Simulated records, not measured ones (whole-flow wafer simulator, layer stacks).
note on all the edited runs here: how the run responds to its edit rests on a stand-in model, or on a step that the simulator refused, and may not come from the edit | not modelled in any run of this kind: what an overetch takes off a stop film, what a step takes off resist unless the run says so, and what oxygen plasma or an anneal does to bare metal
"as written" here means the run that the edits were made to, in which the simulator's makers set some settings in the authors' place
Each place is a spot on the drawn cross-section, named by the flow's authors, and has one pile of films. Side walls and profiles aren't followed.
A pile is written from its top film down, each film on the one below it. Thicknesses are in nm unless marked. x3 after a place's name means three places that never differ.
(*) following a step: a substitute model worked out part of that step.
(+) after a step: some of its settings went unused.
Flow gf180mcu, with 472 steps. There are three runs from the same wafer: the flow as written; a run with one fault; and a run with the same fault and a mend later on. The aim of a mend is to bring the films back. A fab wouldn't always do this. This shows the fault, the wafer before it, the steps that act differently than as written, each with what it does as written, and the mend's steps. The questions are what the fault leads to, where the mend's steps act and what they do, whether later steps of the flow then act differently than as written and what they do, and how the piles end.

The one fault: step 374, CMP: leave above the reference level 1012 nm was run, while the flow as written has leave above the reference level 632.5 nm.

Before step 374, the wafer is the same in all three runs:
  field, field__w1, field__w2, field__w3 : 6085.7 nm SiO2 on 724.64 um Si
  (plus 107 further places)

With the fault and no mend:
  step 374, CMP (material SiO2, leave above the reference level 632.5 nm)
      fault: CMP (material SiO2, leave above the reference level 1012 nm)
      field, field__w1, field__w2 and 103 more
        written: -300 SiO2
        fault: nothing
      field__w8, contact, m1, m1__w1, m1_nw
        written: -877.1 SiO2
        fault: -497.6 SiO2
  Steps later in the flow that act otherwise than as written (6 other steps are not shown; they differ only slightly, by no more than 2% or 0.5 nm, whichever is larger):
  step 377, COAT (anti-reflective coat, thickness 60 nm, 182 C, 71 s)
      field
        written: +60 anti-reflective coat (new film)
        fault: +91.8 anti-reflective coat (new film)
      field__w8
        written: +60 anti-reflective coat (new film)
        fault: +20.9 anti-reflective coat (new film)
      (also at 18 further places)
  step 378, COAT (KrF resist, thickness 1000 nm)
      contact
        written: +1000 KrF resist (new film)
        fault: +968.5 KrF resist (new film)
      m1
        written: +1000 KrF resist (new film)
        fault: +963.2 KrF resist (new film)
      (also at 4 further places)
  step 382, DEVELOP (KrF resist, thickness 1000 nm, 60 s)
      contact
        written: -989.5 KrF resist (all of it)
        fault: -958.3 KrF resist (all of it)
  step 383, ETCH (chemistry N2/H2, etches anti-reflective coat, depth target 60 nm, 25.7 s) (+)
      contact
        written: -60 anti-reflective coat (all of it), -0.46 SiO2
        fault: -26.7 anti-reflective coat (all of it), -1.31 SiO2
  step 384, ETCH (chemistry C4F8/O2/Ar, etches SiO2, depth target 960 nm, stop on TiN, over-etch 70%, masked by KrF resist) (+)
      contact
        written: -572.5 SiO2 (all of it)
        fault: -951.1 SiO2 (all of it)
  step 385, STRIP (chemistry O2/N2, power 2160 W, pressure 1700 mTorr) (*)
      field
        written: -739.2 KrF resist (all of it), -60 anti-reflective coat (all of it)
        fault: -725.4 KrF resist (all of it), -91.8 anti-reflective coat (all of it)
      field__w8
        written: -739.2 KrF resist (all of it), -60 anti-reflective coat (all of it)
        fault: -729.2 KrF resist (all of it), -20.9 anti-reflective coat (all of it)
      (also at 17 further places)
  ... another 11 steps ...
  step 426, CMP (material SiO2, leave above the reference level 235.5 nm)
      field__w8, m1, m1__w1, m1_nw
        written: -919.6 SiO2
        fault: -996.2 SiO2
  At field, field__w1, field__w2 and 109 more, the piles at the end differ from the flow's by more than 2% or 0.5 nm, whichever is larger.
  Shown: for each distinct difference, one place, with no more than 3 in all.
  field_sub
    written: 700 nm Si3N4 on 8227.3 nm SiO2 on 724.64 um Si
    fault: 700 nm Si3N4 on 8527.2 nm SiO2 on 724.64 um Si
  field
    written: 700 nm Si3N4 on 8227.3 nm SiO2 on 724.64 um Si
    fault: 700 nm Si3N4 on 8527.3 nm SiO2 on 724.64 um Si
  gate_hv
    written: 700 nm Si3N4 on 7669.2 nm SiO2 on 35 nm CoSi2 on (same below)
    fault: 700 nm Si3N4 on 7969.1 nm SiO2 on 35 nm CoSi2 on (same below)

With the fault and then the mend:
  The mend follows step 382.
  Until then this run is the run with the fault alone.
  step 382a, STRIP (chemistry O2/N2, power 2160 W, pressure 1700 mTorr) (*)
      iso_ptap_pw, iso_ntap_nw, iso_nw_fld and 33 more
        -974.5 KrF resist (all of it), -60 anti-reflective coat (all of it)
      field_sub, field_sub__w1, field_sub__w2 and 10 more
        -975.3 KrF resist (all of it), -60.2 anti-reflective coat (all of it)
      p_well, sti, spacer, sd_n, mim_1p0, pad, dice_street
        -974.6 KrF resist (all of it), -60.7 anti-reflective coat (all of it)
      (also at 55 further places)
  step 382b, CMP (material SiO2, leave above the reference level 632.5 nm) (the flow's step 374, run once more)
      field, field__w1, field__w2 and 103 more
        -300 SiO2
      field__w8, contact, m1, m1__w1, m1_nw
        -379.5 SiO2
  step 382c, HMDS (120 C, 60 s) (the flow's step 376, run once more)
      does not change any film at any place that is followed
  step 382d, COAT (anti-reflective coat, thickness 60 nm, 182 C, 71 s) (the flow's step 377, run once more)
      field, field__w1, field__w2 and 108 more
        +60 anti-reflective coat (new film)
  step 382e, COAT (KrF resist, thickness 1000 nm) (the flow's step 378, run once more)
      field, field__w1, field__w2 and 108 more
        +1000 KrF resist (new film)
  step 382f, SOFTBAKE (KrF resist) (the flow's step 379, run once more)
      does not change any film at any place that is followed
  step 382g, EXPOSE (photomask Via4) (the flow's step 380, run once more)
      does not change any film at any place that is followed
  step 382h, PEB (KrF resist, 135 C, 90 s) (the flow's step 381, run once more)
      field, field__w1, field__w2 and 108 more
        -10.5 KrF resist
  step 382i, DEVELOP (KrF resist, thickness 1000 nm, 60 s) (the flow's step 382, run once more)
      field, field__w1, field__w2 and 107 more
        -14.9 KrF resist
      contact
        -989.5 KrF resist (all of it)
  Every later step of the flow that is run acts as written at every place that is followed.
  By the end, the piles equal the flow's at every place that both follow.
